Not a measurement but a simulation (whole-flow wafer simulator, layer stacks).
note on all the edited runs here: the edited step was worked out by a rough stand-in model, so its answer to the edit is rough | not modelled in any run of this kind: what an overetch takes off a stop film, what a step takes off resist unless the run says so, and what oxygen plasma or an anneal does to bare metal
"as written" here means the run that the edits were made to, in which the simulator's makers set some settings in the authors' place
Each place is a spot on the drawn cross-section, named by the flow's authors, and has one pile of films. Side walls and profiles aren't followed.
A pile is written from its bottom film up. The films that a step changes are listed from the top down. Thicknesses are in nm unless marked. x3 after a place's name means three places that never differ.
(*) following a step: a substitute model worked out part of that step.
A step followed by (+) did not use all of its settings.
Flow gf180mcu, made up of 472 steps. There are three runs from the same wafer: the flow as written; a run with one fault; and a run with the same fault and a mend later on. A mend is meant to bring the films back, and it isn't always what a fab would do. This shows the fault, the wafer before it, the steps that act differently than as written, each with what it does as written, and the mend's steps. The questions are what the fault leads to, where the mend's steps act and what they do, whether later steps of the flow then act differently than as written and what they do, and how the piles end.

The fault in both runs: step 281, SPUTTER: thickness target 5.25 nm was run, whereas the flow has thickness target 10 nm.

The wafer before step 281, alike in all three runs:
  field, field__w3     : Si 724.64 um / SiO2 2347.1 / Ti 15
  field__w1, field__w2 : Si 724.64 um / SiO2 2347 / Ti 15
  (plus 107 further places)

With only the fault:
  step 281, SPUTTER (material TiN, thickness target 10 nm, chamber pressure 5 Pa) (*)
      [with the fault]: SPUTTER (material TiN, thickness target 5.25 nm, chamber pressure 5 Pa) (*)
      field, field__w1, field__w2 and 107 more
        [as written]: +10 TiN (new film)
        [with the fault]: +5.25 TiN (new film)
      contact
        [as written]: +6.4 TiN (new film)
        [with the fault]: +3.37 TiN (new film)
  Steps later in the flow that act otherwise than as written (not shown: 1 more step that differs only slightly, by at most 2% or 0.5 nm, whichever is larger):
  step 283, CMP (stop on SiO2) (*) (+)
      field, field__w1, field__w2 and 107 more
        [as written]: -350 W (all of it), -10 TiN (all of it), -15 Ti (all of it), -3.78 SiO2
        [with the fault]: -350 W (all of it), -5.25 TiN (all of it), -15 Ti (all of it), -3.74 SiO2
  By the end, the piles at contact depart from the flow's by more than 2% or 0.5 nm, whichever is larger.
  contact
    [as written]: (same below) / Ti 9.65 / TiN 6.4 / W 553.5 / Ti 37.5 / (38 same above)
    [with the fault]: (same below) / Ti 9.65 / TiN 3.37 / W 556.6 / Ti 37.5 / (38 same above)

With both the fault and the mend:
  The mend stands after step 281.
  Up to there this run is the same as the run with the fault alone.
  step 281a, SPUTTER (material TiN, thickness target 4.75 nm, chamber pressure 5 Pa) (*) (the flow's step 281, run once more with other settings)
      field, field__w1, field__w2 and 107 more
        +4.75 TiN
      contact
        +3.04 TiN
  None of the later steps of the flow acts differently than as written at any place that is followed.
  At every place that both follow, the piles at the end match the flow's.
